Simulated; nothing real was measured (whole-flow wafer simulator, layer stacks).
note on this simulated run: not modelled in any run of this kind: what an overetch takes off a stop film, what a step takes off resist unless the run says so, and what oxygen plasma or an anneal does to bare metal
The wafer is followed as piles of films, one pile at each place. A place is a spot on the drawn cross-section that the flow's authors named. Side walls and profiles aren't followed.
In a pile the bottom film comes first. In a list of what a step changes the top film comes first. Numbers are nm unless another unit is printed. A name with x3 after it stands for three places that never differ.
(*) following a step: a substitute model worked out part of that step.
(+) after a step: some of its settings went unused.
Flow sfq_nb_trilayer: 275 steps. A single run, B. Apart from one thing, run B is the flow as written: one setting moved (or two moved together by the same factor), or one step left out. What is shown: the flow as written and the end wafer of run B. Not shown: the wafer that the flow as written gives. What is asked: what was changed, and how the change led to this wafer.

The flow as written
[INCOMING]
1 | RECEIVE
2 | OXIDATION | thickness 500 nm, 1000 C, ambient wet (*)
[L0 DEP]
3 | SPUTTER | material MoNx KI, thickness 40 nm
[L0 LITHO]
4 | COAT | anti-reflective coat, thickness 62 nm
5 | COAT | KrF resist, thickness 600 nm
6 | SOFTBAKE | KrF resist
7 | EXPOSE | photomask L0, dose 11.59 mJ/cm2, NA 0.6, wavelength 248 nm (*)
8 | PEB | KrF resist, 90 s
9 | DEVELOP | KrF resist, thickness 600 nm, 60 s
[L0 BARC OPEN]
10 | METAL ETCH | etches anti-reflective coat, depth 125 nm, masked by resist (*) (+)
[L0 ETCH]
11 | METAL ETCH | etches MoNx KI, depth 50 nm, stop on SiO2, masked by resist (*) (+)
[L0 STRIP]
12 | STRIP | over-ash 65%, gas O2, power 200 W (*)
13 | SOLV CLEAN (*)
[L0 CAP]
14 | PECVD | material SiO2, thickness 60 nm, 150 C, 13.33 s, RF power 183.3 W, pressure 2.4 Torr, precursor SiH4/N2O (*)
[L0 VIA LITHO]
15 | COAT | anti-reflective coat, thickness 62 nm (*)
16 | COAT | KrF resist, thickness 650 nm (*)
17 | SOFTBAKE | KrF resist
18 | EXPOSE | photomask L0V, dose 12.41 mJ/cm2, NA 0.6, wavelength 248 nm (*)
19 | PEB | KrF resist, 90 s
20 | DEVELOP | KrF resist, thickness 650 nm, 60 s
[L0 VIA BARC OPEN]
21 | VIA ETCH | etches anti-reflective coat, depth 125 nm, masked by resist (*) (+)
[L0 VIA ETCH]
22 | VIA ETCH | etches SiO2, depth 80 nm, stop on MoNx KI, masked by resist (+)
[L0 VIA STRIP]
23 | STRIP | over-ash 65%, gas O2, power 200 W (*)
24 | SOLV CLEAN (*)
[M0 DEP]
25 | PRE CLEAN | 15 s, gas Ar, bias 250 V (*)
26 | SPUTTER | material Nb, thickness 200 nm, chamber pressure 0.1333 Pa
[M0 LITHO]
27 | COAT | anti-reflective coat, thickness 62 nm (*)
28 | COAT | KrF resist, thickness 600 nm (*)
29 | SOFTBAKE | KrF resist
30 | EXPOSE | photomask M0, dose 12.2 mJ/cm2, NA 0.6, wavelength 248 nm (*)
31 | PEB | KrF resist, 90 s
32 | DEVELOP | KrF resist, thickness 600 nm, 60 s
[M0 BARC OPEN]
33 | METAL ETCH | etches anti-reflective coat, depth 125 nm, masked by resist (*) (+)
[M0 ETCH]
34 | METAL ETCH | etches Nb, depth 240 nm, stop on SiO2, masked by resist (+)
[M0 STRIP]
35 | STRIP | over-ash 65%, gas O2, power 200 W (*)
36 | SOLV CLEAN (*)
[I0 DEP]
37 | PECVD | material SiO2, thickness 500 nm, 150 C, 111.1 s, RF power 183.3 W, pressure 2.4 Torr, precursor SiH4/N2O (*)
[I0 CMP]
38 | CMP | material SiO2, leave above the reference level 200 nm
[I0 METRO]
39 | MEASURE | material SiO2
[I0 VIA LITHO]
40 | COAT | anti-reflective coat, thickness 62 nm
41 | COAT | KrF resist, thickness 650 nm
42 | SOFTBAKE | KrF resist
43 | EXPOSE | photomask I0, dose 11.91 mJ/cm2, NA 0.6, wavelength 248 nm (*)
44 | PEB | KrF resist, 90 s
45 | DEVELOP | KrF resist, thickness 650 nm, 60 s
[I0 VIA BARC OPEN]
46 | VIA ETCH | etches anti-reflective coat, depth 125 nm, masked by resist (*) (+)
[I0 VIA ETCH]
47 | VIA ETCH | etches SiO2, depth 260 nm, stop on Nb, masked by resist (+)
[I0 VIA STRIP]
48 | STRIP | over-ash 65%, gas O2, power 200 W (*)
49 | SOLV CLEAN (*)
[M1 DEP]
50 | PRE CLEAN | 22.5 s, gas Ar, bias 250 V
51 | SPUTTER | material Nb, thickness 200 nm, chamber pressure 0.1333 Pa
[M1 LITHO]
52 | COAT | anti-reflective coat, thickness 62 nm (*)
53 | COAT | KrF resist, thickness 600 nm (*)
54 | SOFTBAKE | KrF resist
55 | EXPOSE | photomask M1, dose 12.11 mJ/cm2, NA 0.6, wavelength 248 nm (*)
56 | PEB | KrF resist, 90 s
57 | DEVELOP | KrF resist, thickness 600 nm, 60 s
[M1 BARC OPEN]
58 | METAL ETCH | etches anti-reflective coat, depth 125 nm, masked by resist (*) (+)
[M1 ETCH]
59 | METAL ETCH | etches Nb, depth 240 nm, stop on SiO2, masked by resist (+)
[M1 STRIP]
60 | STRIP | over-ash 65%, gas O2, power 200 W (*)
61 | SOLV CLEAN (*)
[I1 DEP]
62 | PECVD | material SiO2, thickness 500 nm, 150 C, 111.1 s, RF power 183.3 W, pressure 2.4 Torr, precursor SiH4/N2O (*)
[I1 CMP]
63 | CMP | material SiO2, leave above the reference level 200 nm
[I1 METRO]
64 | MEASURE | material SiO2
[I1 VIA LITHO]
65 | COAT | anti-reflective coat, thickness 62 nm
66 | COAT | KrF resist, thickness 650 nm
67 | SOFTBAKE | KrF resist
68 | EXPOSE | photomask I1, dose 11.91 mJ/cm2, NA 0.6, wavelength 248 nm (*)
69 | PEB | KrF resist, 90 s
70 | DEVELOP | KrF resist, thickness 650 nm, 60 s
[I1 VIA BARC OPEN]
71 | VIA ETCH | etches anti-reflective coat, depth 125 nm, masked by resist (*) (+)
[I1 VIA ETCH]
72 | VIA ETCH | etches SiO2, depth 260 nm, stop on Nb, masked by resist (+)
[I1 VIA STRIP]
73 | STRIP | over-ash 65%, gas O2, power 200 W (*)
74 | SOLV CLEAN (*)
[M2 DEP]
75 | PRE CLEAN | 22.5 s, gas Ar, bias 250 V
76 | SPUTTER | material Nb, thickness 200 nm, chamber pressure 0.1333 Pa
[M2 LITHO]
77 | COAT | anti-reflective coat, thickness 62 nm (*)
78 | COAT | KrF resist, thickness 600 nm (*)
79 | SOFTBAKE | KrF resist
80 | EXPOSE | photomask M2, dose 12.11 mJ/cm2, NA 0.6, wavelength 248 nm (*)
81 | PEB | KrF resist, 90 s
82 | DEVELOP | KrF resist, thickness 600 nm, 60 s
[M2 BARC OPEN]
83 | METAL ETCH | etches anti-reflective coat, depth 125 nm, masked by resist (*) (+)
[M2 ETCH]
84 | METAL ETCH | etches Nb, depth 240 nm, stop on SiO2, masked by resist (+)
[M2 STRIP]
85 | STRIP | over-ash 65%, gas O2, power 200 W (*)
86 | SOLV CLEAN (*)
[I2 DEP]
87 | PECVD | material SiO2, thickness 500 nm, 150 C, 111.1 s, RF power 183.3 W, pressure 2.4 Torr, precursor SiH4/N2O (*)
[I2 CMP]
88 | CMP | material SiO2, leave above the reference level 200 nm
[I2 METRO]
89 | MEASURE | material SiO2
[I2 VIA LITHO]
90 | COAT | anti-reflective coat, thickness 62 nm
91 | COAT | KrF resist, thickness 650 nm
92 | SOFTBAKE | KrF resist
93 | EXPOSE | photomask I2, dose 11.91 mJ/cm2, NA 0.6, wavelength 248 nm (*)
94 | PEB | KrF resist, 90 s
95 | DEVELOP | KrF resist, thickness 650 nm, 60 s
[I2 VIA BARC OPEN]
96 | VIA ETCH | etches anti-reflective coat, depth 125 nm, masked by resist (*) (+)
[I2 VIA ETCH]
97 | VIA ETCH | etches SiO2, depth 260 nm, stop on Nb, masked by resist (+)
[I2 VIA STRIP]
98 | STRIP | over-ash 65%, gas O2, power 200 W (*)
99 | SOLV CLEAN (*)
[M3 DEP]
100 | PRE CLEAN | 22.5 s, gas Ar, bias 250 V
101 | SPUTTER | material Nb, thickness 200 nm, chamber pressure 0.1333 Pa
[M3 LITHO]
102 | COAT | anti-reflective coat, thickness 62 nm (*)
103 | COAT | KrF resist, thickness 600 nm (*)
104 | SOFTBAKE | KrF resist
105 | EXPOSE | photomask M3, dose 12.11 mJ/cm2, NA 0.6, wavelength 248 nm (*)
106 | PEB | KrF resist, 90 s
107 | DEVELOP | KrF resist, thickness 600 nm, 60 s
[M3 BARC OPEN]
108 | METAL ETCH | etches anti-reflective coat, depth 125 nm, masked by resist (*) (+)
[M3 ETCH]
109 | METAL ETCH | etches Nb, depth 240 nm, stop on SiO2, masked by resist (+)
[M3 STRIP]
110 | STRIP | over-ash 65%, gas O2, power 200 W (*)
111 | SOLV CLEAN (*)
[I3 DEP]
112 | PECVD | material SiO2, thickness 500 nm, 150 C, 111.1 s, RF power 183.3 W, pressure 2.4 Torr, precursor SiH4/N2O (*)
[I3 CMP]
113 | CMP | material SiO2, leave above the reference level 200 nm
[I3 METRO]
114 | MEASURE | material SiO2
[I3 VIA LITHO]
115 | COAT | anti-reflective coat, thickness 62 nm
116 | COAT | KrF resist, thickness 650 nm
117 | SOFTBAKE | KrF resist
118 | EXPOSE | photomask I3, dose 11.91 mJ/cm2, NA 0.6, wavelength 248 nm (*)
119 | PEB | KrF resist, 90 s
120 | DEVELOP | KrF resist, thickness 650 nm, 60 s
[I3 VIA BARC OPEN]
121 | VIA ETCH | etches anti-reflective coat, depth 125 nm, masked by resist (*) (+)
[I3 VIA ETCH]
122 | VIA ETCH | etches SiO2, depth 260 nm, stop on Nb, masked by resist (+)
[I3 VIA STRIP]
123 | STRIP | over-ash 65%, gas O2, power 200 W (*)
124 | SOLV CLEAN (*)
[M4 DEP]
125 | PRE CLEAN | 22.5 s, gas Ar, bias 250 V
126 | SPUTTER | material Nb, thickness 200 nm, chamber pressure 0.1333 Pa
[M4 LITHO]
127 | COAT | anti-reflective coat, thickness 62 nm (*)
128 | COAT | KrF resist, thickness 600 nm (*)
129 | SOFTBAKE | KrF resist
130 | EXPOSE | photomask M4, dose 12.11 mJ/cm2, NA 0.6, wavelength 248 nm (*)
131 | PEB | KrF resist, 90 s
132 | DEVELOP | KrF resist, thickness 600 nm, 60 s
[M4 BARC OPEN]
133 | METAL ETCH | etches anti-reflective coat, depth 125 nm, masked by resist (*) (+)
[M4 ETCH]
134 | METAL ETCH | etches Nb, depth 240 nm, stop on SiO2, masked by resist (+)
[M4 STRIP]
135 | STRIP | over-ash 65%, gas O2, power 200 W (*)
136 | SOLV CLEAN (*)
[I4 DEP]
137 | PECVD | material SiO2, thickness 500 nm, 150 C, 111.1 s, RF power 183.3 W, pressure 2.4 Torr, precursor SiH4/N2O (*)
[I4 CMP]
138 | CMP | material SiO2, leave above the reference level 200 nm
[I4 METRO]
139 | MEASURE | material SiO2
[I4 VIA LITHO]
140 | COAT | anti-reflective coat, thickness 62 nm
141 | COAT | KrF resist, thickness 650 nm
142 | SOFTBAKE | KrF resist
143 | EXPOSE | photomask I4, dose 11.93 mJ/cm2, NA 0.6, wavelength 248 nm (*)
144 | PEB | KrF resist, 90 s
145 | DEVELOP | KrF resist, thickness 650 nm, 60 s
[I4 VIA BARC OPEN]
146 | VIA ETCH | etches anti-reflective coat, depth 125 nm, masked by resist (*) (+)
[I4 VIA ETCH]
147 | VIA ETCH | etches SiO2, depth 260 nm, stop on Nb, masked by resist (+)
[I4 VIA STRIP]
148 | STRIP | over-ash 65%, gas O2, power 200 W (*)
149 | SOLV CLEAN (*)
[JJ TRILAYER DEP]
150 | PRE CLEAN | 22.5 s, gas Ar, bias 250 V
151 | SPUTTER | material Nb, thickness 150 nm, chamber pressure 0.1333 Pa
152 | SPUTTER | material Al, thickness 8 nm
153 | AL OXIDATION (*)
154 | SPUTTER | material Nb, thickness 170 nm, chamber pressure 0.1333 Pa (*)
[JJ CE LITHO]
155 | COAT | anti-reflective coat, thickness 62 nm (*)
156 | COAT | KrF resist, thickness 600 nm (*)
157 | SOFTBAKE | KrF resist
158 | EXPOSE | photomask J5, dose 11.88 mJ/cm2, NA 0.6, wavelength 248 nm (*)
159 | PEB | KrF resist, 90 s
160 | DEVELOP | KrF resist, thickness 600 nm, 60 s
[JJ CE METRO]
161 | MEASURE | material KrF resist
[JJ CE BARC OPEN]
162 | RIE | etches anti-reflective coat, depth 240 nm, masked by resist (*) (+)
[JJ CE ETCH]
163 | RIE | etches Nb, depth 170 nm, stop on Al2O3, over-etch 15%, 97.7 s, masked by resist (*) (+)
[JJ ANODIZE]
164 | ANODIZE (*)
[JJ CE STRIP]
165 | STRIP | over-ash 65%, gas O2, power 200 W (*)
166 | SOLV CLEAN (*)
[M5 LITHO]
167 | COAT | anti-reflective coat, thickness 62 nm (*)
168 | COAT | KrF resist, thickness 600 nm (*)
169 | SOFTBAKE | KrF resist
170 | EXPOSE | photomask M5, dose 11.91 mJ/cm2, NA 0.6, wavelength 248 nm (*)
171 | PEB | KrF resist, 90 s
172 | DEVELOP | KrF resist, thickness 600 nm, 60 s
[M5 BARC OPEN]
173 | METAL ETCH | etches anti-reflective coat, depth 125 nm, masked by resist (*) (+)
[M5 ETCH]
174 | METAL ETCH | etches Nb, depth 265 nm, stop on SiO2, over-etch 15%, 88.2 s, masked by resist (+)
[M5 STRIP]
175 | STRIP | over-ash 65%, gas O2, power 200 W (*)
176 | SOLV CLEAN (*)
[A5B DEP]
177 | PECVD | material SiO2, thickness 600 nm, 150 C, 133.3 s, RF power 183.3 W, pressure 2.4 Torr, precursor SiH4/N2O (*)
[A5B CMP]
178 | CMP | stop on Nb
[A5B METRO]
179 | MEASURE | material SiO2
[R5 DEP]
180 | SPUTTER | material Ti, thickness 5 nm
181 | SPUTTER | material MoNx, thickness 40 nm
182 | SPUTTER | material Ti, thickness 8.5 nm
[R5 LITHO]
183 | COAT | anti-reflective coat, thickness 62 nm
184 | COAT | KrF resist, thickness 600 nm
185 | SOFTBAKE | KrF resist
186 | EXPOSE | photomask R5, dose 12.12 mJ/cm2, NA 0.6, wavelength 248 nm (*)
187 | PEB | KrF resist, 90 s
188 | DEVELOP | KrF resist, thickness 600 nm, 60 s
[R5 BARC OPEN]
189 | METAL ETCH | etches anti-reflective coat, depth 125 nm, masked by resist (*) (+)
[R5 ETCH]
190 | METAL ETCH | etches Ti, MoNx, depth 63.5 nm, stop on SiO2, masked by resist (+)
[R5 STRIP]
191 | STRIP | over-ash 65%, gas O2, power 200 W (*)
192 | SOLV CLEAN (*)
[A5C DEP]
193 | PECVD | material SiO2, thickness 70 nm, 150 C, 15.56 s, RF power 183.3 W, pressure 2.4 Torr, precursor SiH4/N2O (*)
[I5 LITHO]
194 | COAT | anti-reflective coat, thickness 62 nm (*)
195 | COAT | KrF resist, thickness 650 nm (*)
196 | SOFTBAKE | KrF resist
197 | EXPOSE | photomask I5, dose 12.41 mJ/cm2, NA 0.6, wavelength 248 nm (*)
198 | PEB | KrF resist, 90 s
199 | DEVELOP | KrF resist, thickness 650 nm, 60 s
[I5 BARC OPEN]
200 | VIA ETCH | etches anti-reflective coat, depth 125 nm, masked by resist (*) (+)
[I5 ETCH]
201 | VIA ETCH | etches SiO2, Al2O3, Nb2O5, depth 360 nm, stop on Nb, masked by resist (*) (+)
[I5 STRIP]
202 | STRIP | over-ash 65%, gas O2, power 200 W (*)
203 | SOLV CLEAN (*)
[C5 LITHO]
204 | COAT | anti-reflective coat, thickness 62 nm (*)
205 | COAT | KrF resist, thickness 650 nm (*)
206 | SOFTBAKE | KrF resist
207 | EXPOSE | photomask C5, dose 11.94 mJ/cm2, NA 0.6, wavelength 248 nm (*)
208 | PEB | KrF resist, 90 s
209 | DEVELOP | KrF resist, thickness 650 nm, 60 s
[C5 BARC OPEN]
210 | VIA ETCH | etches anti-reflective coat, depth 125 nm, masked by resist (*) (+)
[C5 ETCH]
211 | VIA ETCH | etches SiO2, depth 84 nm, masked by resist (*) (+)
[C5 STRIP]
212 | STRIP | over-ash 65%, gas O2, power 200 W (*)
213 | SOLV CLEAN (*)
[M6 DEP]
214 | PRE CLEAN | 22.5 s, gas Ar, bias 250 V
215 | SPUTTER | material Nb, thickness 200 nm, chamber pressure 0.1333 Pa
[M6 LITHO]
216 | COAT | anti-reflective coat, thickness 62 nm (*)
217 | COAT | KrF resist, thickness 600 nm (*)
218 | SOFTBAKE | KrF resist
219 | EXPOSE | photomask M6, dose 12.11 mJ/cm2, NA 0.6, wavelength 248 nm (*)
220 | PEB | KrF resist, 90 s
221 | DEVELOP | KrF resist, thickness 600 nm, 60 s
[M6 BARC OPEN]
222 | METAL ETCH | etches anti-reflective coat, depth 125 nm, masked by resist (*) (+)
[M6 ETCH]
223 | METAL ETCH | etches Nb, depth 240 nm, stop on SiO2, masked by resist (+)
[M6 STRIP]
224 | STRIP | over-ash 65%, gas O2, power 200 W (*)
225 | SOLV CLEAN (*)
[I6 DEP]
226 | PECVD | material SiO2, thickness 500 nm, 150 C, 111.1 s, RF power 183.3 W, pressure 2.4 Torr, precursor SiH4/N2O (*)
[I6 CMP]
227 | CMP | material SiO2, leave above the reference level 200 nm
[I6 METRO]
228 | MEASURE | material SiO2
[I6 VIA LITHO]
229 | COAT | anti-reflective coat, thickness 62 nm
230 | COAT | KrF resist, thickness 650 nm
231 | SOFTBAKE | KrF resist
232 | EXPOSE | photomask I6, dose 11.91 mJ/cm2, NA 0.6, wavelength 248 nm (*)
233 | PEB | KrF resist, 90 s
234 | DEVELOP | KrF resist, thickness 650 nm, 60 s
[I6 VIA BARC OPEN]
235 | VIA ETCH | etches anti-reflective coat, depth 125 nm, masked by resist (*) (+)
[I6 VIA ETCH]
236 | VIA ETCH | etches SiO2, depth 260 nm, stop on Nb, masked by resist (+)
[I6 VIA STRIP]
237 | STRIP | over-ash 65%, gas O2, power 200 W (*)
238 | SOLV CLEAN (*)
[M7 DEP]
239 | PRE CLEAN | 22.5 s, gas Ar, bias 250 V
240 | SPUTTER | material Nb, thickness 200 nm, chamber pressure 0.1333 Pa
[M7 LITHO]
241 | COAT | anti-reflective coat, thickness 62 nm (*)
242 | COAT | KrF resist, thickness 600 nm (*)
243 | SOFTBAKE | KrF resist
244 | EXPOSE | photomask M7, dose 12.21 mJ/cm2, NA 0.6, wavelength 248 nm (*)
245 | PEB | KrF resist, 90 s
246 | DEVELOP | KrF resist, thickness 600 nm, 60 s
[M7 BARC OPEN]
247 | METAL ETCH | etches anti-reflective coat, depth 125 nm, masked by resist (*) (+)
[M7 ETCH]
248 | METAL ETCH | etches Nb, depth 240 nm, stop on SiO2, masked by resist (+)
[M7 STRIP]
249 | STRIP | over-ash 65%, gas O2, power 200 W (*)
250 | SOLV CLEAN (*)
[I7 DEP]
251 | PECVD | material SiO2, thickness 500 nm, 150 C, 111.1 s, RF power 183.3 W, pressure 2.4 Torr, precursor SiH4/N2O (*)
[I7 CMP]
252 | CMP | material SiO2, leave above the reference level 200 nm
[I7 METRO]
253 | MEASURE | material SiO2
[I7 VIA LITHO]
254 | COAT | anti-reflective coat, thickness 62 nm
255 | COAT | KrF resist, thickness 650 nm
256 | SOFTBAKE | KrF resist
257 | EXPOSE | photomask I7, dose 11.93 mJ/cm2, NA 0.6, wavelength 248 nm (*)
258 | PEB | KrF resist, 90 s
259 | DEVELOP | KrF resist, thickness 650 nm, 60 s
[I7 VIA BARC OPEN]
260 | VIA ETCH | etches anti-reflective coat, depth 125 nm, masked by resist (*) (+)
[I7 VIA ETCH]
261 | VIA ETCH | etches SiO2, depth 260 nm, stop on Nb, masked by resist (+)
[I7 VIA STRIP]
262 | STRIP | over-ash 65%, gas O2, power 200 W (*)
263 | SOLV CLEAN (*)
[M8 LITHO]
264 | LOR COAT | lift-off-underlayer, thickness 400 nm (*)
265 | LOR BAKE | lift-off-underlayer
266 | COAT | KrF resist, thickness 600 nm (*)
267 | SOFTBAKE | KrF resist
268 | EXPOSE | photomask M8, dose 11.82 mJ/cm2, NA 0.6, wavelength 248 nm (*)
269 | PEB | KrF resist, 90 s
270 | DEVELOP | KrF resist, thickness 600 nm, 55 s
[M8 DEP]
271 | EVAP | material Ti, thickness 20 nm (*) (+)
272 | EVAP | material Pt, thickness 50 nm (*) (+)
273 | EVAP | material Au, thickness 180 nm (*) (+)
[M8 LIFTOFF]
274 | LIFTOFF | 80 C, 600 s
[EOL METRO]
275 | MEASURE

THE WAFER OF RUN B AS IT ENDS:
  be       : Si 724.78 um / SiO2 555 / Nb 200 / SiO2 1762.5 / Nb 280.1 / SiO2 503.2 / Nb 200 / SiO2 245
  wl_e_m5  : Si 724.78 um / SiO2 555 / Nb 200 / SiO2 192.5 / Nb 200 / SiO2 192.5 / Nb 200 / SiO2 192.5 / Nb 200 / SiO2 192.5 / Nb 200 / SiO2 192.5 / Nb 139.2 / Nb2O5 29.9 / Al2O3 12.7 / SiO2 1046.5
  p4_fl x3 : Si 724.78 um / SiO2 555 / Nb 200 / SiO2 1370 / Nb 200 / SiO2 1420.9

The reason: step 252, CMP: leave above the reference level 245 nm was run, though the flow has leave above the reference level 200 nm.
One can read it off the wafer: be has SiO2 245, and step 252 as written asks for 200 nm.

How this came from the change, step by step:
  252 | CMP | material SiO2, leave above the reference level 200 nm
      field_l, p4_fl x3, p4_w1 x9 and 46 more: SiO2 loses 55 (in the flow as written it would be: SiO2 loses 100)
      v_sur, via_wl, via_w and 37 more: SiO2 loses 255 (in the flow as written it would be: SiO2 loses 300)
      (and at 7 other places as well)
  261 | VIA ETCH | etches SiO2, depth 260 nm, stop on Nb, masked by resist (+)
      via_wl, via_w, via_wr: SiO2 loses 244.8 (all of it) (in the flow as written it would be: SiO2 loses 199.8 (all of it))
  264 | LOR COAT | lift-off-underlayer, thickness 400 nm (*)
      via_wl, via_wr: lift-off-underlayer gains 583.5 (new film) (in the flow as written it would be: lift-off-underlayer gains 549.8 (new film))
      via_w: lift-off-underlayer gains 567.1 (new film) (in the flow as written it would be: lift-off-underlayer gains 536.4 (new film))
  270 | DEVELOP | KrF resist, thickness 600 nm, 55 s
      via_wl: KrF resist loses 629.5 (all of it), lift-off-underlayer loses 583.5 (all of it) (in the flow as written it would be: KrF resist loses 623.9 (all of it), lift-off-underlayer loses 549.8 (all of it))
      via_w: KrF resist loses 643.7 (all of it), lift-off-underlayer loses 567.1 (all of it) (in the flow as written it would be: KrF resist loses 635.4 (all of it), lift-off-underlayer loses 536.4 (all of it))
      (and at 1 other place as well)
